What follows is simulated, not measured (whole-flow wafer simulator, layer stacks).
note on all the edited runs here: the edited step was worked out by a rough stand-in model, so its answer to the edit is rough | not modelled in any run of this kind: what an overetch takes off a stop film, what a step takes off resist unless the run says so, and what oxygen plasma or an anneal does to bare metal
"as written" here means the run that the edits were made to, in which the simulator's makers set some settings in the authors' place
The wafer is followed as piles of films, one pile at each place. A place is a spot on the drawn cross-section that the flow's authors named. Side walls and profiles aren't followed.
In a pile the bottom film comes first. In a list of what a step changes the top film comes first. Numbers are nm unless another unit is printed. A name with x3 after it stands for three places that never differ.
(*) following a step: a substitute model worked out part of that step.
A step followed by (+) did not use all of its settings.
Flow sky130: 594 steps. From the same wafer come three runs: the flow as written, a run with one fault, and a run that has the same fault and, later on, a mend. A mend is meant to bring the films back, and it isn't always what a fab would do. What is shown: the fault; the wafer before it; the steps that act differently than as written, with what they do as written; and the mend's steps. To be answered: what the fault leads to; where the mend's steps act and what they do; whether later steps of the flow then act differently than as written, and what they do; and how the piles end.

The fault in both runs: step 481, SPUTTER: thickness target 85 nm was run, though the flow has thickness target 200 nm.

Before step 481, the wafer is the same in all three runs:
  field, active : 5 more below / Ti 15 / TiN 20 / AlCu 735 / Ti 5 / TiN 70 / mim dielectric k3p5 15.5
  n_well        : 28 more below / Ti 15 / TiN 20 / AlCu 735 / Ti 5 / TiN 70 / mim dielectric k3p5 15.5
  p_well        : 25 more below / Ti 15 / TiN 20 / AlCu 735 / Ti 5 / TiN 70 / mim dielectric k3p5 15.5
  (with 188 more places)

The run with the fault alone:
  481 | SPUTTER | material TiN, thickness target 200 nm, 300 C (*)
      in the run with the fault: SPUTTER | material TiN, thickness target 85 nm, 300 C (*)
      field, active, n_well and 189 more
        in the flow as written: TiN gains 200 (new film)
        in the run with the fault: TiN gains 85 (new film)
  Steps further on in the flow that do not act as written (not shown: 3 more steps that differ only slightly, by at most 2% or 0.5 nm, whichever is larger):
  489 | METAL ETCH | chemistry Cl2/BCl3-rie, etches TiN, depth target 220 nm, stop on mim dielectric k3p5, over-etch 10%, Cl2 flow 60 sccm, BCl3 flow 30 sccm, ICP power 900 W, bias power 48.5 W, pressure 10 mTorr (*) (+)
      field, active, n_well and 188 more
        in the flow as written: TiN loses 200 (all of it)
        in the run with the fault: TiN loses 85 (all of it)
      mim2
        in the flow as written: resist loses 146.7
        in the run with the fault: resist loses 62.3
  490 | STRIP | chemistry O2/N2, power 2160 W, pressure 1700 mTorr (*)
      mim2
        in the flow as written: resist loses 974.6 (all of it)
        in the run with the fault: resist loses 1058.9 (all of it)
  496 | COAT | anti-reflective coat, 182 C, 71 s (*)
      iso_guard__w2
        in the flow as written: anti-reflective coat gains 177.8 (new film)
        in the run with the fault: anti-reflective coat gains 108.3 (new film)
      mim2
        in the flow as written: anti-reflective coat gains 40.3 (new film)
        in the run with the fault: anti-reflective coat gains 35.7 (new film)
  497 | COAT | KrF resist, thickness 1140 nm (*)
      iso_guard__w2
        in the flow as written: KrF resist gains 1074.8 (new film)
        in the run with the fault: KrF resist gains 1121.7 (new film)
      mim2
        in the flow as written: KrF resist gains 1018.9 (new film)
        in the run with the fault: KrF resist gains 1111.1 (new film)
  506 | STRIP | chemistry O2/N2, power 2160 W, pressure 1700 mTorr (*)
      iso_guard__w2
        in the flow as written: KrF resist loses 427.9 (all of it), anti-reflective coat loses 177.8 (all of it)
        in the run with the fault: KrF resist loses 474.7 (all of it), anti-reflective coat loses 108.3 (all of it)
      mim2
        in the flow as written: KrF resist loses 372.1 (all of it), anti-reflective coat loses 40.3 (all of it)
        in the run with the fault: KrF resist loses 464.1 (all of it), anti-reflective coat loses 35.7 (all of it)
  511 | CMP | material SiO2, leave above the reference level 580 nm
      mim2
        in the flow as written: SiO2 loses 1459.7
        in the run with the fault: SiO2 loses 1344.7
  By the end, the piles at mim2 depart from the flow's by more than 2% or 0.5 nm, whichever is larger.
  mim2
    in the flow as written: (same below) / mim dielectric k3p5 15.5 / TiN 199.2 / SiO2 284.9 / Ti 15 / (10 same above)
    in the run with the fault: (same below) / mim dielectric k3p5 15.5 / TiN 84.2 / SiO2 399.9 / Ti 15 / (10 same above)

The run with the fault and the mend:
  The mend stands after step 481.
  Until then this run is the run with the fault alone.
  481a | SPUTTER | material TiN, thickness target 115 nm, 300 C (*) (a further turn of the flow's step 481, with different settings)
      field, active, n_well and 189 more
        TiN gains 115
  Every later step of the flow that is run acts as written at every place that is followed.
  At every place that both follow, the piles at the end match the flow's.
